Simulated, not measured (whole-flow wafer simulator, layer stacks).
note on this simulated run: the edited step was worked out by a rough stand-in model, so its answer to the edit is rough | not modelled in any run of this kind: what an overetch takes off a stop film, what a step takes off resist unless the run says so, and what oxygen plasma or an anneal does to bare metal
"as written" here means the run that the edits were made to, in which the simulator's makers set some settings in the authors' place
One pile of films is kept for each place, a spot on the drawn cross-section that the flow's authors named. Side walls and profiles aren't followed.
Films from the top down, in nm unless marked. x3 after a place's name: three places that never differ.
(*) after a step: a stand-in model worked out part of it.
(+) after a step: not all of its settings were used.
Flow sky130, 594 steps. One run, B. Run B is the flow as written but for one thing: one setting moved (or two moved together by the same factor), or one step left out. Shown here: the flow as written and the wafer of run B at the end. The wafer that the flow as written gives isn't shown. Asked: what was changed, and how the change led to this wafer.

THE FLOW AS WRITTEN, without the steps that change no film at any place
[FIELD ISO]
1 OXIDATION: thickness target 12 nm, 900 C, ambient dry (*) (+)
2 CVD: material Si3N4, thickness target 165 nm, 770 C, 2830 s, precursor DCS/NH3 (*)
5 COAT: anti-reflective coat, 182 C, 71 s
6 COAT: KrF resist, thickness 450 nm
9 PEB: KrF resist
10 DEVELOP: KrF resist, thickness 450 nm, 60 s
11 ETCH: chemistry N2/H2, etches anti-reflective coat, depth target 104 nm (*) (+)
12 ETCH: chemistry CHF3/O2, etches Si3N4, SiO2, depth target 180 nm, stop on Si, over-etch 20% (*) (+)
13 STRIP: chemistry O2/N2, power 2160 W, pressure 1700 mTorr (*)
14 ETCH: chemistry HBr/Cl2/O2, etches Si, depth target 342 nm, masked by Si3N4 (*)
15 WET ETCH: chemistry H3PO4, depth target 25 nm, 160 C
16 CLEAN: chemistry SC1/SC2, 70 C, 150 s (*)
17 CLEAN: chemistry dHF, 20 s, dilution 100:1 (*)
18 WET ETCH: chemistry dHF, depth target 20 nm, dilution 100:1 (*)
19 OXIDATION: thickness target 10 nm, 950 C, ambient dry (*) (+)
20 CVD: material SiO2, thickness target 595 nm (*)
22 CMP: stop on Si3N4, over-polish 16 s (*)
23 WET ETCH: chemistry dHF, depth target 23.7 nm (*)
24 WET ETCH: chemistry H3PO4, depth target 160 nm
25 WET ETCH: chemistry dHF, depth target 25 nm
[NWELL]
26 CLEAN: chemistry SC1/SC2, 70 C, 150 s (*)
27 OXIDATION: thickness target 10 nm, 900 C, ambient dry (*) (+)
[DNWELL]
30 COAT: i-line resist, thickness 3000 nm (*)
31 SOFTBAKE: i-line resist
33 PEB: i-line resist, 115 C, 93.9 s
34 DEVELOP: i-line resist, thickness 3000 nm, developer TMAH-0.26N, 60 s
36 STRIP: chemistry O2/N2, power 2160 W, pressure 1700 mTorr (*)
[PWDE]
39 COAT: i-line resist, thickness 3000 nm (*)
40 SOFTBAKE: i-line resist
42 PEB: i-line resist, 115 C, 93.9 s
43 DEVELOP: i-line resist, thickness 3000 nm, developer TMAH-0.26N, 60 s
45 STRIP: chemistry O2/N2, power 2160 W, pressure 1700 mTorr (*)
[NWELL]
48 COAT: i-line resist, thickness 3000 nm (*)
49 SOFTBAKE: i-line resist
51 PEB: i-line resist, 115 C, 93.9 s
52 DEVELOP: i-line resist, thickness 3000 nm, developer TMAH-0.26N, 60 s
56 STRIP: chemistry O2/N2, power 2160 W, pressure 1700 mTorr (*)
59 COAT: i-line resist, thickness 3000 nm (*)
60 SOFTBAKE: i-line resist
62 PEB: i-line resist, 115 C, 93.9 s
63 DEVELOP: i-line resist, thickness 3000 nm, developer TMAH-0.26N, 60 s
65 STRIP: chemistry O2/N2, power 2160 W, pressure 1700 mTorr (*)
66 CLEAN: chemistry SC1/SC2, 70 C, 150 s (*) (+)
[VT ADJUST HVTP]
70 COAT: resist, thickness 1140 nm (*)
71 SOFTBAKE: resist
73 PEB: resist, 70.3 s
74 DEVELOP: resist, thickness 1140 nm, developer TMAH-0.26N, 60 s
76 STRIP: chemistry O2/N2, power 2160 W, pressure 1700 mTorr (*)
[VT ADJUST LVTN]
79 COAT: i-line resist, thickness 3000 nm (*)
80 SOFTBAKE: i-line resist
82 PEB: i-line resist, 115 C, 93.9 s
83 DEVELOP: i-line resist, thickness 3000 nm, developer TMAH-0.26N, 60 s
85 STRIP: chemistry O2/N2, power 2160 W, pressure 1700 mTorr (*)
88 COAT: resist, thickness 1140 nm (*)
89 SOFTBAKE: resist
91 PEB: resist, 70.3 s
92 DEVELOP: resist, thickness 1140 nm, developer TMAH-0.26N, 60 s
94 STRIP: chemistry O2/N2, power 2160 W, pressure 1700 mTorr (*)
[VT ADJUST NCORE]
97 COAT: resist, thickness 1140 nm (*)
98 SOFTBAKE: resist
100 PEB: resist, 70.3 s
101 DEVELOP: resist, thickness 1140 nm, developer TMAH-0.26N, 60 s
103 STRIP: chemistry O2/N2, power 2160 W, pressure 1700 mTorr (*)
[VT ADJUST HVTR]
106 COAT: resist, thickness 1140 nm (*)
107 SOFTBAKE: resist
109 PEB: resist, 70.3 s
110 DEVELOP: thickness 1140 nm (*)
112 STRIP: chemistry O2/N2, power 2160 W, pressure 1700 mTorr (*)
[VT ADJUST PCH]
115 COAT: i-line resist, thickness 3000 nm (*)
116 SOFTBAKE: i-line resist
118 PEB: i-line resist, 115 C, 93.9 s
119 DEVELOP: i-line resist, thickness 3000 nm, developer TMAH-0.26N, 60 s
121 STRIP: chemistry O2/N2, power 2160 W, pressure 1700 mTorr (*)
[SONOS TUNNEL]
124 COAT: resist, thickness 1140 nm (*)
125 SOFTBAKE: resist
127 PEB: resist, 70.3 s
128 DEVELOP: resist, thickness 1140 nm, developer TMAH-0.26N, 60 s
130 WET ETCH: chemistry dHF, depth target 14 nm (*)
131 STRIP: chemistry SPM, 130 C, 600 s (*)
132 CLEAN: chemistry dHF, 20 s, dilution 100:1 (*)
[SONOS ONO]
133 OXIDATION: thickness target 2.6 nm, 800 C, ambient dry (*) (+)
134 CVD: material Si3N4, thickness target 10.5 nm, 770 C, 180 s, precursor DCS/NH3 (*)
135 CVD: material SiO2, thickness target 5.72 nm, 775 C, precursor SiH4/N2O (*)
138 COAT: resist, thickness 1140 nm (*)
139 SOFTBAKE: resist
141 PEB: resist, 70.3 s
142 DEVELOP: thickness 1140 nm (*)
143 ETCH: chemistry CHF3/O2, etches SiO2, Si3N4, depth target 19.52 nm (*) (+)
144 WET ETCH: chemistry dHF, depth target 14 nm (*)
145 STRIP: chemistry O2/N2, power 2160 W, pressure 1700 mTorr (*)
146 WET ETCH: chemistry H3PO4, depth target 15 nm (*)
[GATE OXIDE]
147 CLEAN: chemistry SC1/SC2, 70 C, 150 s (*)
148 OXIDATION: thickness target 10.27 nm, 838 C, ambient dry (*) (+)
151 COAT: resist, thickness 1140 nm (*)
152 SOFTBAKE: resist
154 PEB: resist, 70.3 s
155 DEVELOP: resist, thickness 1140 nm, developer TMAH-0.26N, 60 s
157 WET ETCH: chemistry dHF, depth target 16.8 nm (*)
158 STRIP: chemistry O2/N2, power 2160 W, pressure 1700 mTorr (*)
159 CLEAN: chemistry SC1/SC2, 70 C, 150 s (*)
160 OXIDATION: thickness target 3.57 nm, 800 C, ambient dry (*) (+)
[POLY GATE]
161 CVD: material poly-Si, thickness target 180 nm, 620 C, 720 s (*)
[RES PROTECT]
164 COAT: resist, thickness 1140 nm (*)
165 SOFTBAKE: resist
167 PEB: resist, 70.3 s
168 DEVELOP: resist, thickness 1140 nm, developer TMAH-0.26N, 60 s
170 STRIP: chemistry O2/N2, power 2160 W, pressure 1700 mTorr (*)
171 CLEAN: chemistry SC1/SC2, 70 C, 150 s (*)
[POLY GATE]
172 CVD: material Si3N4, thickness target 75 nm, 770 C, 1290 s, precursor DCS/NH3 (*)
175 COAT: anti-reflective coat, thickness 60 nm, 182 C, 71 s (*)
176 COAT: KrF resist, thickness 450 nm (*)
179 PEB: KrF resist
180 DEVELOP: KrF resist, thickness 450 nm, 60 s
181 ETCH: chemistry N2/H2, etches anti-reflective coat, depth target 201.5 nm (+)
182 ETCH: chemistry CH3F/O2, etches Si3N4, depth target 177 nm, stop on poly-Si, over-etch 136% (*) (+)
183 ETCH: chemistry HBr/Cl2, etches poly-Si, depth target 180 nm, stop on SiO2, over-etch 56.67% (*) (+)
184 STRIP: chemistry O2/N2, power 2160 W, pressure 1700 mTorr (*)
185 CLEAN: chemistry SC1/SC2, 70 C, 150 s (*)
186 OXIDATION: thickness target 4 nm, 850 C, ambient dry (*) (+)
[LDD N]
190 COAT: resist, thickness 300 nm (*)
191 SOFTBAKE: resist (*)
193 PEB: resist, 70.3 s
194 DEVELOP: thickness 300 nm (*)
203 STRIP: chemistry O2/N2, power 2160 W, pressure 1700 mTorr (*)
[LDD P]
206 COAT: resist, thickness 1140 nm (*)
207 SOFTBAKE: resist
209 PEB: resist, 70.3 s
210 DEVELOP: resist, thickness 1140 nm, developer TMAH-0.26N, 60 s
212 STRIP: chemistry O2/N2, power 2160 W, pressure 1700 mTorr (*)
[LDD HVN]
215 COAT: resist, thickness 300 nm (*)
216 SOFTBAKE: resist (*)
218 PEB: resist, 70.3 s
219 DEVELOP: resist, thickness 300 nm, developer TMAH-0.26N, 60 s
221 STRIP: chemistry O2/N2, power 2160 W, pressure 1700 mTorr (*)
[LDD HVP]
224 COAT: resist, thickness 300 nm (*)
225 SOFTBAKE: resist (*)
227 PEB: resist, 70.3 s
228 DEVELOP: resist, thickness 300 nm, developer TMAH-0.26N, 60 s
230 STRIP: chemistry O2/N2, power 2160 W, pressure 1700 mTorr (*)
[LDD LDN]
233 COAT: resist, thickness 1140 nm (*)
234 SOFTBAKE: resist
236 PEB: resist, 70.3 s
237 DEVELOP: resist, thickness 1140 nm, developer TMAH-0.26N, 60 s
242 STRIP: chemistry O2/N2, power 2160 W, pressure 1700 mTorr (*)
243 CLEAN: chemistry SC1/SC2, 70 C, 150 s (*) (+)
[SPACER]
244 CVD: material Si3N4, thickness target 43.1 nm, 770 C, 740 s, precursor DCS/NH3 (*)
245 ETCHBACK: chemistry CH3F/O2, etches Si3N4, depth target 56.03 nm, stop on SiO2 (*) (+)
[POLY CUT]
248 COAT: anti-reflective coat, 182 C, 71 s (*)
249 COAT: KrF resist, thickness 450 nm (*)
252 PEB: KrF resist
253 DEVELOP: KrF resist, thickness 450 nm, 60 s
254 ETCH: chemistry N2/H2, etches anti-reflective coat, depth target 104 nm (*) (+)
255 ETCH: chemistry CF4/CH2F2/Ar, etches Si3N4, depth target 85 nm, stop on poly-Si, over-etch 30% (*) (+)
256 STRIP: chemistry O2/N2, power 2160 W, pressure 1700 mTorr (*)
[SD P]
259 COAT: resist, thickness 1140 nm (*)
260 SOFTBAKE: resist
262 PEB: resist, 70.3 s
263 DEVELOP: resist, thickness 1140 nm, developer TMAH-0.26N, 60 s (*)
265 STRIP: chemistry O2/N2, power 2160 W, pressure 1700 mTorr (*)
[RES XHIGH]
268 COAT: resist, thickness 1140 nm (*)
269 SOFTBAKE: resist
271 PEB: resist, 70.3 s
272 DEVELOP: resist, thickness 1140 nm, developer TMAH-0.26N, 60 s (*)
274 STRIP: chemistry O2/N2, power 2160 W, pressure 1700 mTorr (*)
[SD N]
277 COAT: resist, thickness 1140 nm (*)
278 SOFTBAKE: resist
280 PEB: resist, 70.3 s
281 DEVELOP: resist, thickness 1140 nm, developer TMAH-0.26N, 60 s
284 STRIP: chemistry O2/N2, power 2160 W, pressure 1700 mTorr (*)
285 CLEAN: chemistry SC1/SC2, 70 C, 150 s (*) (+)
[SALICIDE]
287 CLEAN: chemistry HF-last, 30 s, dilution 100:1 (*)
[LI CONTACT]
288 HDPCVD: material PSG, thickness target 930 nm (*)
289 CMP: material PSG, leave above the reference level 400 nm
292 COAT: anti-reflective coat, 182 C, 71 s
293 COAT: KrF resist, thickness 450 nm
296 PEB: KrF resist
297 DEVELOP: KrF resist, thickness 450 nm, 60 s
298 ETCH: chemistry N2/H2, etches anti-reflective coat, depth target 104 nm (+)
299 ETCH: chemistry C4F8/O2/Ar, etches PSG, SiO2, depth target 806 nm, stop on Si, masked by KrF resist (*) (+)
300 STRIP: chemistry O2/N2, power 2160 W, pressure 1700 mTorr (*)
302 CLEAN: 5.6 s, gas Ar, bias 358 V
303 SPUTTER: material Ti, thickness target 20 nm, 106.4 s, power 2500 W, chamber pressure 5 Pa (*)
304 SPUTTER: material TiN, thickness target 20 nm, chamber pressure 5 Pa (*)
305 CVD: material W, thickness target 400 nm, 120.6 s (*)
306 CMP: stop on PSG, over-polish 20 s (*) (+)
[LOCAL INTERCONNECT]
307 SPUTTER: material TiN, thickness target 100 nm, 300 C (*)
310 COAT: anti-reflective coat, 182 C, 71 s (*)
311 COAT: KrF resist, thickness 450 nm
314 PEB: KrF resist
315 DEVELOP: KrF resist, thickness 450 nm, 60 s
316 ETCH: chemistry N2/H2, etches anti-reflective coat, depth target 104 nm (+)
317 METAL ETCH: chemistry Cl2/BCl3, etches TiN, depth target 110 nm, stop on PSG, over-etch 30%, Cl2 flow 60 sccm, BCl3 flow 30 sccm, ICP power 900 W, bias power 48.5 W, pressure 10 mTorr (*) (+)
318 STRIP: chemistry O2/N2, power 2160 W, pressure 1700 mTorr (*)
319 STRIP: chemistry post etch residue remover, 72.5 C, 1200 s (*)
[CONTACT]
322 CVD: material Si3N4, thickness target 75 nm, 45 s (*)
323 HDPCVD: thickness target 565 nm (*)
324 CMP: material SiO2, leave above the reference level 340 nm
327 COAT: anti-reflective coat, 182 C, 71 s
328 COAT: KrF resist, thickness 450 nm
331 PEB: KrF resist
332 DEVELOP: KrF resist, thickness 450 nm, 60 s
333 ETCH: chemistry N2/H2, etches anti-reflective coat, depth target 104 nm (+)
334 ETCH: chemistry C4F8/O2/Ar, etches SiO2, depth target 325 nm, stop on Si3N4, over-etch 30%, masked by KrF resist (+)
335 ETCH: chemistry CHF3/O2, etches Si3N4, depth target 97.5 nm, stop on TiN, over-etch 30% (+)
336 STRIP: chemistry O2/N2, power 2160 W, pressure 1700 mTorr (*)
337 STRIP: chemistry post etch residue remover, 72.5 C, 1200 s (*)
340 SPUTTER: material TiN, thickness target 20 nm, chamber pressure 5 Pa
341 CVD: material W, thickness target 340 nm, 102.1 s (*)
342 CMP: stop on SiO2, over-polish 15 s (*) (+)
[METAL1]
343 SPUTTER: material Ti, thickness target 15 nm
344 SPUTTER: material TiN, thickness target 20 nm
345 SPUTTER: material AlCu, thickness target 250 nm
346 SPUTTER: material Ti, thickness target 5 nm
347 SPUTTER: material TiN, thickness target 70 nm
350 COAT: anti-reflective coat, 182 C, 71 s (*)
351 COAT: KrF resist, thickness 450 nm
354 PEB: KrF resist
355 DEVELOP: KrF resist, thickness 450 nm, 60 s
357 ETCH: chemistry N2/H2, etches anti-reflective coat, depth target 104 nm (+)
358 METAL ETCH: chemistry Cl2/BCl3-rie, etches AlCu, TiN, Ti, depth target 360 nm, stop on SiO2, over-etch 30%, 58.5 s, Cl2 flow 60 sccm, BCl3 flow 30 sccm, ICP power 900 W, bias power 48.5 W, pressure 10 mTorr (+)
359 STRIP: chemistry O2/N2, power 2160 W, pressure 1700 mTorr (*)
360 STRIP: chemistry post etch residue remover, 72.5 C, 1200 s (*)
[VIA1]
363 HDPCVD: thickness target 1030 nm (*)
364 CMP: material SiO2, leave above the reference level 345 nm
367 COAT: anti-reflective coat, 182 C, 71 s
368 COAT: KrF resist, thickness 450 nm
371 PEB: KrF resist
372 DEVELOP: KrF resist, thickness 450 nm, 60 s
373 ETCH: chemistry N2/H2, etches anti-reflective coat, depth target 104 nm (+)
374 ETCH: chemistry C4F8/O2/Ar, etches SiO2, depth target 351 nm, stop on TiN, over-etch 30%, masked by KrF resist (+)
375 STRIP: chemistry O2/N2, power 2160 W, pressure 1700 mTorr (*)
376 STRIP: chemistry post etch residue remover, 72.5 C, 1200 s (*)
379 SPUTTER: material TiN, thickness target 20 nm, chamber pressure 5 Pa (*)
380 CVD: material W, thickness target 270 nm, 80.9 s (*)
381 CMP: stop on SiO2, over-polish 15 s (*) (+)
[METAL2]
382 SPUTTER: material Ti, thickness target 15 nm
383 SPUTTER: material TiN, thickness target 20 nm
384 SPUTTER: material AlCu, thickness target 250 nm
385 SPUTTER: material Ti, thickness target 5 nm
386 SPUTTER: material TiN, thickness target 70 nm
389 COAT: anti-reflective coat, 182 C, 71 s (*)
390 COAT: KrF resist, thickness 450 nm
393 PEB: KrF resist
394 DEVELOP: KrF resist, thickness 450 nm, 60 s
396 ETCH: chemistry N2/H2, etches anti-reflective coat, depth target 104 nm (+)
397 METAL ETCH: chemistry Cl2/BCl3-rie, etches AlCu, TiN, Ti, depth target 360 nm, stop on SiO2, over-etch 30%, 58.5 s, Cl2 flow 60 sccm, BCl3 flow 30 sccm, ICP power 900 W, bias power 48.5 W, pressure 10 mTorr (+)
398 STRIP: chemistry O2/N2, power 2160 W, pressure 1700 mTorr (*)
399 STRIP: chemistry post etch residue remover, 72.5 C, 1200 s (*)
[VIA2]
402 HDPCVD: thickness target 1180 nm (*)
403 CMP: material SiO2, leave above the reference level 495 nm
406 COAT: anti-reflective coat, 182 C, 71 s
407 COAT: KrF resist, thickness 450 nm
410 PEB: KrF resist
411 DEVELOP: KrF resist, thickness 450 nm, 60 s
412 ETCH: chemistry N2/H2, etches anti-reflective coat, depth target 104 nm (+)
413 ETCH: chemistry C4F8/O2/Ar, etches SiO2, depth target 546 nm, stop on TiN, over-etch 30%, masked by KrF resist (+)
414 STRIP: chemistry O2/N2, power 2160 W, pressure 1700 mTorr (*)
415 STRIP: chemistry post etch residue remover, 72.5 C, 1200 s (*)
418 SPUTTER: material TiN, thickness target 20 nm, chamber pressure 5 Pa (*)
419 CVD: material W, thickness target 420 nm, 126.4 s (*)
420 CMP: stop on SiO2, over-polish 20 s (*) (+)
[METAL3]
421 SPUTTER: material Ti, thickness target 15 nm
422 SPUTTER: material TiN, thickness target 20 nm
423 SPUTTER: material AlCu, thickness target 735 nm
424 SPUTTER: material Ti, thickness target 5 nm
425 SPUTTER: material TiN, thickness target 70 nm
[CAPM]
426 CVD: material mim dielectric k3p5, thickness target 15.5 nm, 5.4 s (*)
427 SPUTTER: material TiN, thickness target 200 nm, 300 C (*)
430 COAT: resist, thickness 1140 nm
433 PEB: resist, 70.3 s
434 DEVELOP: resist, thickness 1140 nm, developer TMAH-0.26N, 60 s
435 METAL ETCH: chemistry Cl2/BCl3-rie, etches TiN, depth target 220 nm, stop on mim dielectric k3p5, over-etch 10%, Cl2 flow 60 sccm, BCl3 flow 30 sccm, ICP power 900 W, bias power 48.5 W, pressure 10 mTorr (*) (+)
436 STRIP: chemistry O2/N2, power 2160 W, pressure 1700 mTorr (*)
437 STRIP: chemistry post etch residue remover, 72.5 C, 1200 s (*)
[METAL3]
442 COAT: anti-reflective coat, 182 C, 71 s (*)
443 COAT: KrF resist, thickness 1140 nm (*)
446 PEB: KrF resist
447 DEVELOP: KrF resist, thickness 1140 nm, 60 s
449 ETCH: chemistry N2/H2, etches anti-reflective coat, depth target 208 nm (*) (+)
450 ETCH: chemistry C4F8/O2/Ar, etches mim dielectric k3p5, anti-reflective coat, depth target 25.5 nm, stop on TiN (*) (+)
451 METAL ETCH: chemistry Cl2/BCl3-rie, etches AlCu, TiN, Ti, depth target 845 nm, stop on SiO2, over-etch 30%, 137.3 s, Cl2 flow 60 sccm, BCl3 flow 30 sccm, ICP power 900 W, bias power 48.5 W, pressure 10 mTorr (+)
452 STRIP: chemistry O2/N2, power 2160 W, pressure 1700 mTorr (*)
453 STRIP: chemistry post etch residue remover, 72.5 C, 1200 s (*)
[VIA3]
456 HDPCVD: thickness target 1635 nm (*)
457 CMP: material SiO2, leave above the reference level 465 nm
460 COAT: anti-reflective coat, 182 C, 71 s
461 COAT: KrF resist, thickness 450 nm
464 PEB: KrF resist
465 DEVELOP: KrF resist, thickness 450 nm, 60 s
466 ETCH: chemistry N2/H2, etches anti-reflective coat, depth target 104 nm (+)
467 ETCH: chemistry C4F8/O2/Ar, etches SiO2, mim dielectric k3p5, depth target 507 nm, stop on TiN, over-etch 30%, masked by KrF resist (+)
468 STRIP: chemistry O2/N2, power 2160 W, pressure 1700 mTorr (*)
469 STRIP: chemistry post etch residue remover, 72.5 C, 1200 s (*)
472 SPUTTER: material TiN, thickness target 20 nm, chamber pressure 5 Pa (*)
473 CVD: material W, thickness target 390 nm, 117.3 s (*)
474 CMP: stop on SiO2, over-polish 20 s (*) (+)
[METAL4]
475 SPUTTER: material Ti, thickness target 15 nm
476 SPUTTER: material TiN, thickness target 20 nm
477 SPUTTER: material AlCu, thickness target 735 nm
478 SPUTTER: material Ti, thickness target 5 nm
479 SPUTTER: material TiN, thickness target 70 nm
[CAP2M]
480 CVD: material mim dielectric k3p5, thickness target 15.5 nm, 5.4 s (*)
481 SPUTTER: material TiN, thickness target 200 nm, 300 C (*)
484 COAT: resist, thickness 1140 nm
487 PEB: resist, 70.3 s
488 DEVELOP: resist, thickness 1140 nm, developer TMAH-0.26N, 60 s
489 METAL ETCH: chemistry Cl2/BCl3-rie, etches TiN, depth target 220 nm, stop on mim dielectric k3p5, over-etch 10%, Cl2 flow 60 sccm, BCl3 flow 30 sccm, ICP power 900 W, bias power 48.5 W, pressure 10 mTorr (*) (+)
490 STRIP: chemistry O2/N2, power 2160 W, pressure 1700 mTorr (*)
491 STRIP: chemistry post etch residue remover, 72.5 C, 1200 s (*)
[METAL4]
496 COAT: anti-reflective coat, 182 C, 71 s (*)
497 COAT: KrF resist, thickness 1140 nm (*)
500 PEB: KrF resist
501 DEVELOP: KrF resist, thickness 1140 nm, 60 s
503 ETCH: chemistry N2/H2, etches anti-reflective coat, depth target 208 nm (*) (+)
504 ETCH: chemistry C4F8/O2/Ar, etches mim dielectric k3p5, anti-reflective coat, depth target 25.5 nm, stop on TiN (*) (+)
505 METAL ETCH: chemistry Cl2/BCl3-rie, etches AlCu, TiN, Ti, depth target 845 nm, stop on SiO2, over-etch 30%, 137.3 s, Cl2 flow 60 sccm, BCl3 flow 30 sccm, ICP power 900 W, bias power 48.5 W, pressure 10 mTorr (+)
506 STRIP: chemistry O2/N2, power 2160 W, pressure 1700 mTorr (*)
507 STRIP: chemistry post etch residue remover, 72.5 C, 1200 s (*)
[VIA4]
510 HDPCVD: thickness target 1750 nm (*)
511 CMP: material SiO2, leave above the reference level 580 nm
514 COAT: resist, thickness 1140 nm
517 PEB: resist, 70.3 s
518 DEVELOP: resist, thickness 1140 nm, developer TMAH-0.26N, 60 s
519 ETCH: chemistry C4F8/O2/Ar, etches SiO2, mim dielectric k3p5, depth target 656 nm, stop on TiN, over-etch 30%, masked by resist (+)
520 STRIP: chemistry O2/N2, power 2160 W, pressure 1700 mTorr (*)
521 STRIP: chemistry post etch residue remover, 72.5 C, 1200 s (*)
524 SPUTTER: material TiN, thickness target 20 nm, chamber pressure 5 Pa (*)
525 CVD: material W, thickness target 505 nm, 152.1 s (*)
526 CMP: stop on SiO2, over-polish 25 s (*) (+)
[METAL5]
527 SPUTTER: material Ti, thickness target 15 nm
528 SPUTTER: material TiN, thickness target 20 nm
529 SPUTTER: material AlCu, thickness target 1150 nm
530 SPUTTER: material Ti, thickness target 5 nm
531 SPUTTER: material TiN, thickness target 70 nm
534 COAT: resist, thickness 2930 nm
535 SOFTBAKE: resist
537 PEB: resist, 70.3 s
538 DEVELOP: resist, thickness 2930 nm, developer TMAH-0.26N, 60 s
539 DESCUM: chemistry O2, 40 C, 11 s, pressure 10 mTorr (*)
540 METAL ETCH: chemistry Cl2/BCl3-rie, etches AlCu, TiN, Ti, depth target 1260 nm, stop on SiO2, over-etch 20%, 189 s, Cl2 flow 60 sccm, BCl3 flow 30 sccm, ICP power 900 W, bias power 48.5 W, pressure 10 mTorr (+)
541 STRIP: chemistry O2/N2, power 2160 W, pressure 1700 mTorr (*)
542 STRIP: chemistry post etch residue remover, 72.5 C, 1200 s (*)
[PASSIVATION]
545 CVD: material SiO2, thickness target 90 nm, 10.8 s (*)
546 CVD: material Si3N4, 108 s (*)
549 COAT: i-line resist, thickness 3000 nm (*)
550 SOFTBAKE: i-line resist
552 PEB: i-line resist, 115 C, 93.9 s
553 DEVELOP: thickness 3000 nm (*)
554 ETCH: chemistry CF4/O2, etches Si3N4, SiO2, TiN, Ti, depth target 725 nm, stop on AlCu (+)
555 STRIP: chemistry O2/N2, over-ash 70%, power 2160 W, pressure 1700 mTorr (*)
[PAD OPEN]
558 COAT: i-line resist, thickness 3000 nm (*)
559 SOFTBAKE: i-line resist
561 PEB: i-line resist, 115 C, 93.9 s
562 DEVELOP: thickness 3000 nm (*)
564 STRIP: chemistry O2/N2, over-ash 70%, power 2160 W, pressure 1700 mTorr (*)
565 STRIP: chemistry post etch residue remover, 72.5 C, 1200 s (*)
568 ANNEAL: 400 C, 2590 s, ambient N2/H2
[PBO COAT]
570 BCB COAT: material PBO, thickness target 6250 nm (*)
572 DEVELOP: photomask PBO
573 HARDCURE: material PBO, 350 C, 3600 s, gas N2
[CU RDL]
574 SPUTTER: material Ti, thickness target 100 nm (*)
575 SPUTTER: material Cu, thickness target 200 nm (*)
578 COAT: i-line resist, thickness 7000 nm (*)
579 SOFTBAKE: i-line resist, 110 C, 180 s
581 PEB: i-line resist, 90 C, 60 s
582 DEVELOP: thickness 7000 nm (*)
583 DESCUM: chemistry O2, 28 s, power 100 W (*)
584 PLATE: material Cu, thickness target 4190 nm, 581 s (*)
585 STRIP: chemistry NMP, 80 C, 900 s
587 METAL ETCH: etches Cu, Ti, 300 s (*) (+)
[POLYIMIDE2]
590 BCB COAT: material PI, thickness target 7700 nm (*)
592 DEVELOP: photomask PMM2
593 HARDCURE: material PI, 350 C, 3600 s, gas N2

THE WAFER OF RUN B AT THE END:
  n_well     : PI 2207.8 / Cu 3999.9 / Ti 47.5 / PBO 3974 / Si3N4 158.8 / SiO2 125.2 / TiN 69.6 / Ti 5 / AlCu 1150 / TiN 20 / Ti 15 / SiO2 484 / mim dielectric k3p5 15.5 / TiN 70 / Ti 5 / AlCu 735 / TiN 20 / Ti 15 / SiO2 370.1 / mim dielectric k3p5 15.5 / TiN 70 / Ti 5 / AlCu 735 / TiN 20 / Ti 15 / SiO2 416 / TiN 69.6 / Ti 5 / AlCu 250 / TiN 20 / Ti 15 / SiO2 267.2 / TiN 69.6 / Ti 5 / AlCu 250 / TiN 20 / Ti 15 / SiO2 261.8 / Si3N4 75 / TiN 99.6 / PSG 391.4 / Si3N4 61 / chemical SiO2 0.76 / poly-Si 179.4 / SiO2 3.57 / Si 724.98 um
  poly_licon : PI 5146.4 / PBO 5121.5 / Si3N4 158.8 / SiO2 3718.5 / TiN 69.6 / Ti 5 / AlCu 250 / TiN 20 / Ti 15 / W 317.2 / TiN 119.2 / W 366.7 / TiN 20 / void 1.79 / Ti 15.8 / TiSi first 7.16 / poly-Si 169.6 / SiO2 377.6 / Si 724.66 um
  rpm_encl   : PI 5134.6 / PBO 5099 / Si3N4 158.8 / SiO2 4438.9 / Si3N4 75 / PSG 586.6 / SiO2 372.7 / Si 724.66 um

The cause: step 574, SPUTTER: thickness target 47.5 nm was run, where the flow has thickness target 100 nm.
It can be read off the wafer: n_well has Ti 47.5, and step 574 as written asks for 100 nm.

How the change led to this, step by step:
  574 SPUTTER: material Ti, thickness target 100 nm (*)
      field, active, n_well and 190 more: Ti +47.5 (new film) (as written it would be: Ti +100 (new film))
  587 METAL ETCH: etches Cu, Ti, 300 s (*) (+)
      field, active, gate and 167 more: Cu -200 (all of it), Ti -47.5 (all of it) (as written it would be: Cu -200 (all of it), Ti -100 (all of it))
  590 BCB COAT: material PI, thickness target 7700 nm (*)
      de16_gate_nw: PI +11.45 um (new film) (as written it would be: PI +11.5 um (new film))
